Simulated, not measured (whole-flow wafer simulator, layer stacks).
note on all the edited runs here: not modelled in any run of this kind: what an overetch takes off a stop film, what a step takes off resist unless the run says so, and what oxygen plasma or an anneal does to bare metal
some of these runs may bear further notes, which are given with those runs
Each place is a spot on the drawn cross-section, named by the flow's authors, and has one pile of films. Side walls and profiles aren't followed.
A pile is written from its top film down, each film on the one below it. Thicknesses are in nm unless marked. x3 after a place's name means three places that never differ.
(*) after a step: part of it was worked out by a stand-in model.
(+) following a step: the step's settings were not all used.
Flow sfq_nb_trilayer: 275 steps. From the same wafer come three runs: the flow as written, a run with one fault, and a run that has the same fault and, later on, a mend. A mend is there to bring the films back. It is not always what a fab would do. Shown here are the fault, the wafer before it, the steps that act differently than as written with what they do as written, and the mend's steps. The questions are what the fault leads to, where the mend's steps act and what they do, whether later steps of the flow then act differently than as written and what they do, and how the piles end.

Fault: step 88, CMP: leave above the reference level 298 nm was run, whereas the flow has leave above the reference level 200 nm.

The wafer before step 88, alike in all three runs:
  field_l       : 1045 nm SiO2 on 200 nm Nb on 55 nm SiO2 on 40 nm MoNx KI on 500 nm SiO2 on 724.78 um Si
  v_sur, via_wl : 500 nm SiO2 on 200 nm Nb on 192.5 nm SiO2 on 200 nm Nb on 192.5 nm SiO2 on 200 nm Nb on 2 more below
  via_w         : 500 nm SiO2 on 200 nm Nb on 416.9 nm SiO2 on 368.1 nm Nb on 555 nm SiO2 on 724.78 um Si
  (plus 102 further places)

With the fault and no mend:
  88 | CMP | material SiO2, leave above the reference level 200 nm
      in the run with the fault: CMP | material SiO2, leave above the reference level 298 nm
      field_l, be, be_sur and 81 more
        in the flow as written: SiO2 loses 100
        in the run with the fault: SiO2 loses 2
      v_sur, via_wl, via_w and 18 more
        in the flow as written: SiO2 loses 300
        in the run with the fault: SiO2 loses 202
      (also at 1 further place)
  Steps later in the flow that act otherwise than as written (not shown: 4 more steps that differ only slightly, by at most 2% or 0.5 nm, whichever is larger):
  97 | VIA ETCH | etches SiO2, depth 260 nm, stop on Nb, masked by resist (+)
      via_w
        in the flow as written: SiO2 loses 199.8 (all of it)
        in the run with the fault: SiO2 loses 260
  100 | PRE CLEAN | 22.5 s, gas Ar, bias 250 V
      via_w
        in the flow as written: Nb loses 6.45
        in the run with the fault: SiO2 loses 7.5
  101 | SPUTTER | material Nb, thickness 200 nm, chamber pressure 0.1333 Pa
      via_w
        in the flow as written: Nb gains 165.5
        in the run with the fault: Nb gains 152.6 (new film)
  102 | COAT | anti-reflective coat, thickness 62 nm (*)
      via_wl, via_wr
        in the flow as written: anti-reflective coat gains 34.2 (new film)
        in the run with the fault: anti-reflective coat gains 23 (new film)
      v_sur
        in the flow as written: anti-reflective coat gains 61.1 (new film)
        in the run with the fault: anti-reflective coat gains 55.7 (new film)
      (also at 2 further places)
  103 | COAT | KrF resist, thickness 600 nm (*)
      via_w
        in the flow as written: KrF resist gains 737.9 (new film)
        in the run with the fault: KrF resist gains 794 (new film)
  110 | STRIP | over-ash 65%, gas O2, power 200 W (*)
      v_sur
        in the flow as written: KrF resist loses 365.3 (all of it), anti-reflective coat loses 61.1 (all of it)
        in the run with the fault: KrF resist loses 362.3 (all of it), anti-reflective coat loses 55.7 (all of it)
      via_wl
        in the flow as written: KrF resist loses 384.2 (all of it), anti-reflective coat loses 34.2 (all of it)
        in the run with the fault: KrF resist loses 383.9 (all of it), anti-reflective coat loses 23 (all of it)
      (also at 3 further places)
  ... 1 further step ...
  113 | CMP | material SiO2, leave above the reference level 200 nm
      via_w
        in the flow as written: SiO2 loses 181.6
        in the run with the fault: SiO2 loses 157.1
  At field_l, v_sur, via_wl and 103 more, the piles at the end differ from the flow's by more than 2% or 0.5 nm, whichever is larger.
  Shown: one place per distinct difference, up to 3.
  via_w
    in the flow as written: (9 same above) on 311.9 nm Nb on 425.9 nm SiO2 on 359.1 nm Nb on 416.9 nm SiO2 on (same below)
    in the run with the fault: (9 same above) on 311.9 nm Nb on 500.1 nm SiO2 on 152.6 nm Nb on 30.3 nm SiO2 on 200 nm Nb on 416.9 nm SiO2 on (same below)
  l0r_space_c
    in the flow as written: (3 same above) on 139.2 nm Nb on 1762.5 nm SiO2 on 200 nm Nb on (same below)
    in the run with the fault: (3 same above) on 139.2 nm Nb on 1860.5 nm SiO2 on 200 nm Nb on (same below)
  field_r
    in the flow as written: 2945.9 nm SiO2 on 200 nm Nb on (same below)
    in the run with the fault: 3043.9 nm SiO2 on 200 nm Nb on (same below)

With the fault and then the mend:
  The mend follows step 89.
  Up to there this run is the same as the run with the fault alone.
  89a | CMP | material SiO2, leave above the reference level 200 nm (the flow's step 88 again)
      field_l, v_sur, via_wl and 103 more
        SiO2 loses 98
  None of the later steps of the flow acts differently than as written at any place that is followed.
  By the end, the piles equal the flow's at every place that both follow.
